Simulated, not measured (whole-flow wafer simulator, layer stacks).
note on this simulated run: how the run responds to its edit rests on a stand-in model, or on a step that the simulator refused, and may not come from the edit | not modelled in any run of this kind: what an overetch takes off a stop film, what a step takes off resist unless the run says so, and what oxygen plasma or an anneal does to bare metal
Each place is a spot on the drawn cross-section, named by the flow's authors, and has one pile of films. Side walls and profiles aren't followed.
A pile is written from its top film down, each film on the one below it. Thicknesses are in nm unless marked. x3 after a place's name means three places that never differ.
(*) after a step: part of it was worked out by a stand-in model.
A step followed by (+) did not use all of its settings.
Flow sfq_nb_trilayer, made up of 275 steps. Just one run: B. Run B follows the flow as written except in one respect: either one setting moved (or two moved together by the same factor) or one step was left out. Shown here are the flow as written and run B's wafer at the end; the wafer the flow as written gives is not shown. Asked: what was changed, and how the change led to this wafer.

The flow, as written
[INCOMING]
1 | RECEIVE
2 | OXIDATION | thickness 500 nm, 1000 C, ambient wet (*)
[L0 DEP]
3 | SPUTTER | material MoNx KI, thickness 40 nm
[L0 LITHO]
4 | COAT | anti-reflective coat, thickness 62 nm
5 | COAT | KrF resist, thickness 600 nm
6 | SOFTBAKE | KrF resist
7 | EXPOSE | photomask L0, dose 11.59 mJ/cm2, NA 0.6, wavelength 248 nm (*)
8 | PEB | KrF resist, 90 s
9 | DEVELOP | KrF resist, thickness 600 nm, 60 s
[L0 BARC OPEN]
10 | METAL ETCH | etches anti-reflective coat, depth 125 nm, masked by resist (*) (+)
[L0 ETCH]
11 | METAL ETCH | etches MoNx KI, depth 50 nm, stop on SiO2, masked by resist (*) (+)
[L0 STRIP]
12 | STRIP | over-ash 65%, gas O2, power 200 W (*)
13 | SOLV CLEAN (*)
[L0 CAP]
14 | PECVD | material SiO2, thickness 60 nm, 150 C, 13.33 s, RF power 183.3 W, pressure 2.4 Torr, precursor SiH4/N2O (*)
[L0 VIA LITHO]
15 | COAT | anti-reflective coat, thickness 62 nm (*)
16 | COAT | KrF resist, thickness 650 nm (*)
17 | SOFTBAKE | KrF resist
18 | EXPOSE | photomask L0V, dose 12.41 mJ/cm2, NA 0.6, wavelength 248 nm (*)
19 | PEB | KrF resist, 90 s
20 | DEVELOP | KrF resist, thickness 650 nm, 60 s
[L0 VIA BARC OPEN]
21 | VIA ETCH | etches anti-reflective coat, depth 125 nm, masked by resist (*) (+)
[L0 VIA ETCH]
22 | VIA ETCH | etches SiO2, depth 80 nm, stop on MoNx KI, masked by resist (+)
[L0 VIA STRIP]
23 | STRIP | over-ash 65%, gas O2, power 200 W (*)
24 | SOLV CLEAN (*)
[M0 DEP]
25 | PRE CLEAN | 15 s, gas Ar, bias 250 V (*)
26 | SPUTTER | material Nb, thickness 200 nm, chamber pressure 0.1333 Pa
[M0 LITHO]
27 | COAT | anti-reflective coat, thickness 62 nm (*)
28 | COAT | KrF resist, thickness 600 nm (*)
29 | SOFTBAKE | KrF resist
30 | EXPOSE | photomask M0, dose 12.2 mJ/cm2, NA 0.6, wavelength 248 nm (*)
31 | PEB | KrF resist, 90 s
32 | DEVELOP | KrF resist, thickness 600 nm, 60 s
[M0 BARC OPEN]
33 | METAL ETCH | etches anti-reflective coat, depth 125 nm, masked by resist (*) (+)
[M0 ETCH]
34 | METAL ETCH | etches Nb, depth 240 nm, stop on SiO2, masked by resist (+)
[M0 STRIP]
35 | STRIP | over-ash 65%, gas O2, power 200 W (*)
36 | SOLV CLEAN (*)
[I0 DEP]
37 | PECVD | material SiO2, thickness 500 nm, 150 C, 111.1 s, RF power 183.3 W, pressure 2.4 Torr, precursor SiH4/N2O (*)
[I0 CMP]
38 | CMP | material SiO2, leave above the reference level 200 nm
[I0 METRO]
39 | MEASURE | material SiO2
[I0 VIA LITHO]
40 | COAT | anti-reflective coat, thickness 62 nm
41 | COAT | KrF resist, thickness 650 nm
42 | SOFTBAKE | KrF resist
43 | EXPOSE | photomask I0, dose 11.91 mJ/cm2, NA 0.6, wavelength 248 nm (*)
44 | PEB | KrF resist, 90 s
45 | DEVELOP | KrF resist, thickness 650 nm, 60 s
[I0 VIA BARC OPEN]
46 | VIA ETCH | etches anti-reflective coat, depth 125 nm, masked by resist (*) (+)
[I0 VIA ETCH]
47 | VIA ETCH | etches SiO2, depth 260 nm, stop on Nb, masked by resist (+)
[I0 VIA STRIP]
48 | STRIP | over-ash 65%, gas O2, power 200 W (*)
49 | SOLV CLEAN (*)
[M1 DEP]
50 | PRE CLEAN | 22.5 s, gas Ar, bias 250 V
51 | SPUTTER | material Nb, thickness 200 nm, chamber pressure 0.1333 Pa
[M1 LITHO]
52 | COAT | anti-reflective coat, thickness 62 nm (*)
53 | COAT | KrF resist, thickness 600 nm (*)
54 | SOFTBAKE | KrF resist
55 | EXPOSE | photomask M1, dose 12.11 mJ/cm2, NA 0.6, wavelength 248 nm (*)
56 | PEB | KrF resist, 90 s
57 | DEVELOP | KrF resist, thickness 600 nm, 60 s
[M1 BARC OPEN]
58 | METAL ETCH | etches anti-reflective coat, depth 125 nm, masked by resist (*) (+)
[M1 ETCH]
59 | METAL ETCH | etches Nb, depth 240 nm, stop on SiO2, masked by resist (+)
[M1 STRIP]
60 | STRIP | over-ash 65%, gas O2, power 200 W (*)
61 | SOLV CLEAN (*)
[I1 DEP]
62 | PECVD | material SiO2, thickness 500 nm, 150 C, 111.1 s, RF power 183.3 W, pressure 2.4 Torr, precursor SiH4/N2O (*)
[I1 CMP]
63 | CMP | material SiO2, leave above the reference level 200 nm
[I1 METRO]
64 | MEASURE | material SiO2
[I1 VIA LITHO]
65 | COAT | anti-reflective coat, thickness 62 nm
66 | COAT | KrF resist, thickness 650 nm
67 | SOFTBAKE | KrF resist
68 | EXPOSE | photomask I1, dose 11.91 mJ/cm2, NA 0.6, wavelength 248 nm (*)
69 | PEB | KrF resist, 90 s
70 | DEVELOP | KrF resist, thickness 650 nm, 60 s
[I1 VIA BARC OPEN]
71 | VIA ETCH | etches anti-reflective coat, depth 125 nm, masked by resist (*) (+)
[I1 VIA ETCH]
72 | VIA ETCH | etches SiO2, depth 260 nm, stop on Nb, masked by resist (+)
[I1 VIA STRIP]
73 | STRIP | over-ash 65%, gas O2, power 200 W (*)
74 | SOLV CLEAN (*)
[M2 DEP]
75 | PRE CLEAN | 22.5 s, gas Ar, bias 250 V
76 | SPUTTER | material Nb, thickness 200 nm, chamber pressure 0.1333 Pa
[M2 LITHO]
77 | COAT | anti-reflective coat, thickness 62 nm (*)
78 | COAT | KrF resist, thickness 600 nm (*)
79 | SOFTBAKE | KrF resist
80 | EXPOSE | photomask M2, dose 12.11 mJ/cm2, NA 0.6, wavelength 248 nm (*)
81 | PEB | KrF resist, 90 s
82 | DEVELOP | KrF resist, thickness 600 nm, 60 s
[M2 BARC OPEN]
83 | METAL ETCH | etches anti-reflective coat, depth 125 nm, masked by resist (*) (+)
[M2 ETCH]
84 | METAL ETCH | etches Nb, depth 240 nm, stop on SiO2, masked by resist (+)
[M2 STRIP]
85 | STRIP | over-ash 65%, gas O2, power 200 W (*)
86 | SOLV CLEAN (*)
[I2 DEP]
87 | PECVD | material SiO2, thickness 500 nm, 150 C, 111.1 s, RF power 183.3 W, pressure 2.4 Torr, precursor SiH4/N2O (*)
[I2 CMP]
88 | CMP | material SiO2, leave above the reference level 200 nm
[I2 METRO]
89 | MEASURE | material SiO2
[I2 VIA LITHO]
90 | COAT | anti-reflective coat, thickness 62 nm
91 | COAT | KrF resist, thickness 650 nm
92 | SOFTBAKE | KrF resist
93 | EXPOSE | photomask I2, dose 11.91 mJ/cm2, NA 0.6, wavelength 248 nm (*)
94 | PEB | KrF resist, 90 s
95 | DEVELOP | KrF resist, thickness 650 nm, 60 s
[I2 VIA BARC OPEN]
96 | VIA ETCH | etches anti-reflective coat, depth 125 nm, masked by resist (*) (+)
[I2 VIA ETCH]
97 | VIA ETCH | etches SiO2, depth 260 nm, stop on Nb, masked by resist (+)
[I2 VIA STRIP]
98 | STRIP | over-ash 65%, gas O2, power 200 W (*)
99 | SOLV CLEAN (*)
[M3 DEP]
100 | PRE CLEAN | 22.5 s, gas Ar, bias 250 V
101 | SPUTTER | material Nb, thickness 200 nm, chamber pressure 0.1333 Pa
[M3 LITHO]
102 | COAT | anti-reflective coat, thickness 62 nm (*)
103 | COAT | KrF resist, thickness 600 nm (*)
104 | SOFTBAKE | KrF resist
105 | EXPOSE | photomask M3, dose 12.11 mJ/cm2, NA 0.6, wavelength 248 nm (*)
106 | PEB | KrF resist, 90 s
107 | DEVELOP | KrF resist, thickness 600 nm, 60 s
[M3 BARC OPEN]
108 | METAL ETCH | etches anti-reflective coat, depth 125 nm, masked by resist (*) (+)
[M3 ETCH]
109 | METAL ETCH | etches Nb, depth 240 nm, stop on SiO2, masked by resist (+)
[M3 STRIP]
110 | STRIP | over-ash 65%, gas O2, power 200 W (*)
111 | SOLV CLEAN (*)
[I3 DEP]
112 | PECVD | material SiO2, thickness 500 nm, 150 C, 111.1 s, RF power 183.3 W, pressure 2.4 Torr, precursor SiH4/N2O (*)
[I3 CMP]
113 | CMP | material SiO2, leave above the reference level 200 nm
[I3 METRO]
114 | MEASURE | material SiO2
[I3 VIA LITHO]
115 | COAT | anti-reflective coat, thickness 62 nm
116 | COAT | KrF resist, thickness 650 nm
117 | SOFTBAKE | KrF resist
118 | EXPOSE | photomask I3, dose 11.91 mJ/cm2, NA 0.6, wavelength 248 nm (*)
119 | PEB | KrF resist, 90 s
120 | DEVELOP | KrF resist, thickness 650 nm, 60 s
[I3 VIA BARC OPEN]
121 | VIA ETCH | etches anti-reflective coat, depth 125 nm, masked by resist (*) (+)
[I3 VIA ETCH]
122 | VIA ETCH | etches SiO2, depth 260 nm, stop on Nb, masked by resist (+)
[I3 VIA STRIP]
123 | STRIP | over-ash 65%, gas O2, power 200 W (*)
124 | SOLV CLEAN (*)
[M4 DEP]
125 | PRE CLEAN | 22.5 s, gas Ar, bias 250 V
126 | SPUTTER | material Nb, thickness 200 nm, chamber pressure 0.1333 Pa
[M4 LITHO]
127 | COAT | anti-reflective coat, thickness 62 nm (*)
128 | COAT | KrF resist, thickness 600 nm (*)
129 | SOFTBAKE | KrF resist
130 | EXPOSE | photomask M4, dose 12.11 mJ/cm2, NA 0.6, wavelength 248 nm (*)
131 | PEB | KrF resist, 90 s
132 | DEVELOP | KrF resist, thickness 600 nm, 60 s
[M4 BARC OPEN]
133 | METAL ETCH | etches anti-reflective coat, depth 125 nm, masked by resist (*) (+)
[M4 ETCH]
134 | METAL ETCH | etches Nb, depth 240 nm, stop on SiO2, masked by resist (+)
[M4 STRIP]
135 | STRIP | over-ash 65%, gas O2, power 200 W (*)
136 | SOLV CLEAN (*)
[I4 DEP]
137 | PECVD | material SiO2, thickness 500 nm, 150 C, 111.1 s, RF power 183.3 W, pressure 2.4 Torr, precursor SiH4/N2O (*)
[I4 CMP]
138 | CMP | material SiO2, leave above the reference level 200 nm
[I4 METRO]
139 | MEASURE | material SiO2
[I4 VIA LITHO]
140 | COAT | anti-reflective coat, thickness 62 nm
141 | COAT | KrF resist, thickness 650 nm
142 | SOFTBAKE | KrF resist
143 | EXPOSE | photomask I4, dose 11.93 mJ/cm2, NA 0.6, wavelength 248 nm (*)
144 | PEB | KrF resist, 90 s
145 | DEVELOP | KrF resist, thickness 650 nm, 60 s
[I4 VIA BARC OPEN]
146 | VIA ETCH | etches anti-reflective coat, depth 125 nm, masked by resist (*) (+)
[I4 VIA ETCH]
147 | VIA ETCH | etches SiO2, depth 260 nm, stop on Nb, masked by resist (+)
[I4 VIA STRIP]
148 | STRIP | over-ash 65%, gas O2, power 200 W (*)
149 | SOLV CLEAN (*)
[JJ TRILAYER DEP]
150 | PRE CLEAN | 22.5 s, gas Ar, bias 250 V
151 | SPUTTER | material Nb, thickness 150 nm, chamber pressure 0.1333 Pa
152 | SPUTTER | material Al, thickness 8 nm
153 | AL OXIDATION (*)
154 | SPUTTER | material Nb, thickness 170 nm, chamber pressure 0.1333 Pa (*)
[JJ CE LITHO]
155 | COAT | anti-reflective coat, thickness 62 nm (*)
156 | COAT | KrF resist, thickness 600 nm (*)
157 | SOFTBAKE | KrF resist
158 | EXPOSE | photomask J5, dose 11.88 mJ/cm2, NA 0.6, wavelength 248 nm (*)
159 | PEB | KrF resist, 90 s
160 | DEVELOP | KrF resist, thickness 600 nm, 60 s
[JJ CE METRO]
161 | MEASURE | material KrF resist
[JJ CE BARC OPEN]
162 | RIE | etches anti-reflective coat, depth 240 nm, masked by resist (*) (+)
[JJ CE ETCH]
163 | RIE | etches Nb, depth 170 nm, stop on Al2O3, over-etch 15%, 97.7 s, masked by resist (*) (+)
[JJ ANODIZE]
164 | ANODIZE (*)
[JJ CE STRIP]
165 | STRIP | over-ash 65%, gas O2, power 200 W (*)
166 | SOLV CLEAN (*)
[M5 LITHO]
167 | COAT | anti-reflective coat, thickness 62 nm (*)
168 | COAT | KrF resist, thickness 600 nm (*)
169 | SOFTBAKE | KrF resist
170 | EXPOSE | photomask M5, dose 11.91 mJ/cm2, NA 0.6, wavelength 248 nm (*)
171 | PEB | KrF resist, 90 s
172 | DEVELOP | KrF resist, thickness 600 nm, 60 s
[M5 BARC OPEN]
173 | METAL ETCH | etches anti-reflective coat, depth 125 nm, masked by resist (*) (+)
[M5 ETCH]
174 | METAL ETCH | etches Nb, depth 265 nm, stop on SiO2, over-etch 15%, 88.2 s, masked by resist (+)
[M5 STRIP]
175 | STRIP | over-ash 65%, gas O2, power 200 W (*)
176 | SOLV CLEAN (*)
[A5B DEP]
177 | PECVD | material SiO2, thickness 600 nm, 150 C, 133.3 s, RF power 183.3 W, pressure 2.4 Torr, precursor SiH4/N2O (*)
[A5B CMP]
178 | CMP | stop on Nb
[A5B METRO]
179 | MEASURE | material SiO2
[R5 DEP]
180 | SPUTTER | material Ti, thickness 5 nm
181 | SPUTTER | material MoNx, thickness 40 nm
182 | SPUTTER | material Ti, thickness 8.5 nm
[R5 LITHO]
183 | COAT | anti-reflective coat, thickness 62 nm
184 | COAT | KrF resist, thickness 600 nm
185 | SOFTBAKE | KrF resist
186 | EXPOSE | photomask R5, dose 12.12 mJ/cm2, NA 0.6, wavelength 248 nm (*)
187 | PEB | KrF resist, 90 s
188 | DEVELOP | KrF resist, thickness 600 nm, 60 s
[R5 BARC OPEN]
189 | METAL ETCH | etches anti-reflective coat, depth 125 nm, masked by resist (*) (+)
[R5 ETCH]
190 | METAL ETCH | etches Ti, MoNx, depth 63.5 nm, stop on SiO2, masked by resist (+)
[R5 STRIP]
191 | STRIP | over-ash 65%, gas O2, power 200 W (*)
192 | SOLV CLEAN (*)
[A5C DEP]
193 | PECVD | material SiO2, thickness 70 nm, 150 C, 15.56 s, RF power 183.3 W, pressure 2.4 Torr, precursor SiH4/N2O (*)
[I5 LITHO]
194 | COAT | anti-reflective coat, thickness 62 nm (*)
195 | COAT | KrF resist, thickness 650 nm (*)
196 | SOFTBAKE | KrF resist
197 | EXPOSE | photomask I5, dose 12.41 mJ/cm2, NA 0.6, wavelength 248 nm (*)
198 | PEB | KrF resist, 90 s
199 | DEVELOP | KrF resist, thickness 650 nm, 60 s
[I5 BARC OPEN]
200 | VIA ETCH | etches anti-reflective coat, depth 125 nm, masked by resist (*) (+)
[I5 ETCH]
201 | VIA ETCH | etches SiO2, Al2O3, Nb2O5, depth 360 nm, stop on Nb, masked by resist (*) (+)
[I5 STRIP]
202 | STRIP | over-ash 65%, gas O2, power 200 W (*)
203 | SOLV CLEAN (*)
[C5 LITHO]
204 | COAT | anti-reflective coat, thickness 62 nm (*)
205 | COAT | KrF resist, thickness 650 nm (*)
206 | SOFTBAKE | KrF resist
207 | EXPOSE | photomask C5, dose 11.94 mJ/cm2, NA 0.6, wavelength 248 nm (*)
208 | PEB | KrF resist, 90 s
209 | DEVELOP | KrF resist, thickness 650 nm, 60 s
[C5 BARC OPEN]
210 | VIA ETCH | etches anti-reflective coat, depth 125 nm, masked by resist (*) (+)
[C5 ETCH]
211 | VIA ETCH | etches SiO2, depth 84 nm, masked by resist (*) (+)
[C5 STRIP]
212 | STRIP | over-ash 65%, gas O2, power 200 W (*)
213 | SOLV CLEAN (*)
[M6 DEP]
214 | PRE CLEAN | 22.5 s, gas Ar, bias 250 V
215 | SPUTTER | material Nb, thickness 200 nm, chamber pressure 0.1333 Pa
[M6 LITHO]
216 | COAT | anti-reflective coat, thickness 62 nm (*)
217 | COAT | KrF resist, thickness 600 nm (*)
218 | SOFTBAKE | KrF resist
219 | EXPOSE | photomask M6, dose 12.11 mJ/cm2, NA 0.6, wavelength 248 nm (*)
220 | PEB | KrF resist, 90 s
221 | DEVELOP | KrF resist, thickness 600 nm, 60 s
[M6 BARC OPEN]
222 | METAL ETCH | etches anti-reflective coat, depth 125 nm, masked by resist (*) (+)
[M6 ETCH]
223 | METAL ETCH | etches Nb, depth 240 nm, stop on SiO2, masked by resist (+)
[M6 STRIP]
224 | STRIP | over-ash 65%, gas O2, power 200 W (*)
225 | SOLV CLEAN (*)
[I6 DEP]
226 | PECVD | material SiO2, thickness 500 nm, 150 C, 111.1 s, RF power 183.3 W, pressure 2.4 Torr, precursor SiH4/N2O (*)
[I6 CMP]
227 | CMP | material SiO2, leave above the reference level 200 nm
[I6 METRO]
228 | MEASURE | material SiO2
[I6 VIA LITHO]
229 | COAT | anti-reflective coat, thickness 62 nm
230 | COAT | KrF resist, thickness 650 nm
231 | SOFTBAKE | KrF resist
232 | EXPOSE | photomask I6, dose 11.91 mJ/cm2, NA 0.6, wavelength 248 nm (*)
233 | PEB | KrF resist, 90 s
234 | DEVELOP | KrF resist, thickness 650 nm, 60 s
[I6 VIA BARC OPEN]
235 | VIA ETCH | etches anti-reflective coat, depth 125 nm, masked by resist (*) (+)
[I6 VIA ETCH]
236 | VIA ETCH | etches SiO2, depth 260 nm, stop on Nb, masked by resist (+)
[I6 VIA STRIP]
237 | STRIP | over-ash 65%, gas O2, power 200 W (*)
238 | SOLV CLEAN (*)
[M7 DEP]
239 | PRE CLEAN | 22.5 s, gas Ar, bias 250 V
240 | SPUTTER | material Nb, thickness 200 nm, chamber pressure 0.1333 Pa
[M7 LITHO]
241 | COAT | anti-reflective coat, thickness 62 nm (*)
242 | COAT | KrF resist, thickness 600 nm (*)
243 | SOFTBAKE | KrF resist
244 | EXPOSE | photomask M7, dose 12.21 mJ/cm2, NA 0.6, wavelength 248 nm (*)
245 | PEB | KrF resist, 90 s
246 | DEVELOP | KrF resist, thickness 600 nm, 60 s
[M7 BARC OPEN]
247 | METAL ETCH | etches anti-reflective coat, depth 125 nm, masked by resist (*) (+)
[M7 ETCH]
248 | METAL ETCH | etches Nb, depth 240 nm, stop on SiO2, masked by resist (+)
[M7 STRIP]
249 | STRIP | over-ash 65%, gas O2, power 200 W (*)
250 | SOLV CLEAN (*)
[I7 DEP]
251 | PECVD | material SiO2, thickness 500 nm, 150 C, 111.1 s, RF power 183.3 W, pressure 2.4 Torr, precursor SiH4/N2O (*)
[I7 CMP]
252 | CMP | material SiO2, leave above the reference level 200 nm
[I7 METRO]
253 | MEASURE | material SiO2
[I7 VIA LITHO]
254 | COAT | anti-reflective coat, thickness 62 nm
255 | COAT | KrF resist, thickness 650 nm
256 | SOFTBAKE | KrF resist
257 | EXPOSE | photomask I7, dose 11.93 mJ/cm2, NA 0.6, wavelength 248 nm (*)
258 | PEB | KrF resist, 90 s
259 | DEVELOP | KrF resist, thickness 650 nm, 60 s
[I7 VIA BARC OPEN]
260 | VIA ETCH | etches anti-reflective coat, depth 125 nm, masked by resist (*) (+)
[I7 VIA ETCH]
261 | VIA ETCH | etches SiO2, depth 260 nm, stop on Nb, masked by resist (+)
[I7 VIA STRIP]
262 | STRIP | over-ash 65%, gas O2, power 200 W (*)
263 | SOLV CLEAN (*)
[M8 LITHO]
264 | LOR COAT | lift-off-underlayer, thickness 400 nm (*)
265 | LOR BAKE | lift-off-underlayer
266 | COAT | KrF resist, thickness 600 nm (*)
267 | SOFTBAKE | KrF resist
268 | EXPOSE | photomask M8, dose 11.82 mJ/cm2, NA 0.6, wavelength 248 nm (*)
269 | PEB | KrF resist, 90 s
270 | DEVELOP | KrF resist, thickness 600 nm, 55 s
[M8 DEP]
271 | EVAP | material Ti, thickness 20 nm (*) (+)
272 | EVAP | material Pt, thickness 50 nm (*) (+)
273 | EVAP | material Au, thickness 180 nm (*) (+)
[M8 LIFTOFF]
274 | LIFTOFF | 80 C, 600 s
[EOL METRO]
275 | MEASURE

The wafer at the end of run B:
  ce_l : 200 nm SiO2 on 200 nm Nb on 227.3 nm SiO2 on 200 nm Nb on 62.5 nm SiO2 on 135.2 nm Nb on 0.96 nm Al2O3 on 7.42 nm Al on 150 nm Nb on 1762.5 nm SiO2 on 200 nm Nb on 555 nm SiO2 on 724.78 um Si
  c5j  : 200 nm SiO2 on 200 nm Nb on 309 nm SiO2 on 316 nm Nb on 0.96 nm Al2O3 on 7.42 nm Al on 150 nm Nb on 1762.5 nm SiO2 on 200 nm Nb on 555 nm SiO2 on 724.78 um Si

The reason: step 190, METAL ETCH: depth 88.3 nm was run, whereas the flow has depth 63.5 nm.

How this came from the change, step by step:
  190 | METAL ETCH | etches Ti, MoNx, depth 63.5 nm, stop on SiO2, masked by resist (+)
      be_r, r_sur, res, r_end, r5r_line_l, r5r_line_c, r5r_line_r: KrF resist loses 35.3 (it would be, as written: KrF resist loses 25.4)
      ce_l, c5j, ce_r, wl_jj: Ti loses 8.5 (all of it), MoNx loses 40 (all of it), Ti loses 5 (all of it), Nb loses 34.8 (it would be, as written: Ti loses 8.5 (all of it), MoNx loses 40 (all of it), Ti loses 5 (all of it), Nb loses 10)
  191 | STRIP | over-ash 65%, gas O2, power 200 W (*)
      be_r, r_sur, res, r_end, r5r_line_l, r5r_line_c, r5r_line_r: KrF resist loses 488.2 (all of it), anti-reflective coat loses 62 (all of it) (it would be, as written: KrF resist loses 498.2 (all of it), anti-reflective coat loses 62 (all of it))
  194 | COAT | anti-reflective coat, thickness 62 nm (*)
      wl_j_sl, wl_j_sr: anti-reflective coat gains 56.3 (new film) (it would be, as written: anti-reflective coat gains 60.2 (new film))
      jj_sur: anti-reflective coat gains 56.9 (new film) (it would be, as written: anti-reflective coat gains 60.8 (new film))
      (as well as at 5 more places)
  202 | STRIP | over-ash 65%, gas O2, power 200 W (*)
      wl_j_sl, wl_j_sr: KrF resist loses 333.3 (all of it), anti-reflective coat loses 56.3 (all of it) (it would be, as written: KrF resist loses 333.3 (all of it), anti-reflective coat loses 60.2 (all of it))
      jj_sur: KrF resist loses 337.5 (all of it), anti-reflective coat loses 56.9 (all of it) (it would be, as written: KrF resist loses 337.2 (all of it), anti-reflective coat loses 60.8 (all of it))
      (as well as at 5 more places)
  204 | COAT | anti-reflective coat, thickness 62 nm (*)
      wl_j_sl, wl_j_sr: anti-reflective coat gains 56.3 (new film) (it would be, as written: anti-reflective coat gains 60.2 (new film))
      jj_sur: anti-reflective coat gains 55.6 (new film) (it would be, as written: anti-reflective coat gains 59.5 (new film))
      (as well as at 5 more places)
  210 | VIA ETCH | etches anti-reflective coat, depth 125 nm, masked by resist (*) (+)
      c5j: anti-reflective coat loses 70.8 (all of it), SiO2 loses 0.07 (it would be, as written: anti-reflective coat loses 63.9 (all of it), SiO2 loses 0.11)
  212 | STRIP | over-ash 65%, gas O2, power 200 W (*)
      wl_j_sl, wl_j_sr: KrF resist loses 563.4 (all of it), anti-reflective coat loses 56.3 (all of it) (it would be, as written: KrF resist loses 563.4 (all of it), anti-reflective coat loses 60.2 (all of it))
      jj_sur: KrF resist loses 562.2 (all of it), anti-reflective coat loses 55.6 (all of it) (it would be, as written: KrF resist loses 562 (all of it), anti-reflective coat loses 59.5 (all of it))
      (as well as at 4 more places)
  216 | COAT | anti-reflective coat, thickness 62 nm (*)
      wl_j_sl, wl_j_sr: anti-reflective coat gains 56.4 (new film) (it would be, as written: anti-reflective coat gains 60.2 (new film))
      jj_sur: anti-reflective coat gains 52.2 (new film) (it would be, as written: anti-reflective coat gains 56.1 (new film))
      (as well as at 5 more places)
  224 | STRIP | over-ash 65%, gas O2, power 200 W (*)
      wl_j_sl, wl_j_sr: KrF resist loses 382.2 (all of it), anti-reflective coat loses 56.4 (all of it) (it would be, as written: KrF resist loses 382.5 (all of it), anti-reflective coat loses 60.2 (all of it))
      jj_sur: KrF resist loses 378.3 (all of it), anti-reflective coat loses 52.2 (all of it) (it would be, as written: KrF resist loses 378.5 (all of it), anti-reflective coat loses 56.1 (all of it))
      (as well as at 5 more places)
  227 | CMP | material SiO2, leave above the reference level 200 nm
      ce_l, ce_r, wl_jj: SiO2 loses 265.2 (it would be, as written: SiO2 loses 290)
      c5j: SiO2 loses 198.2 (it would be, as written: SiO2 loses 223)
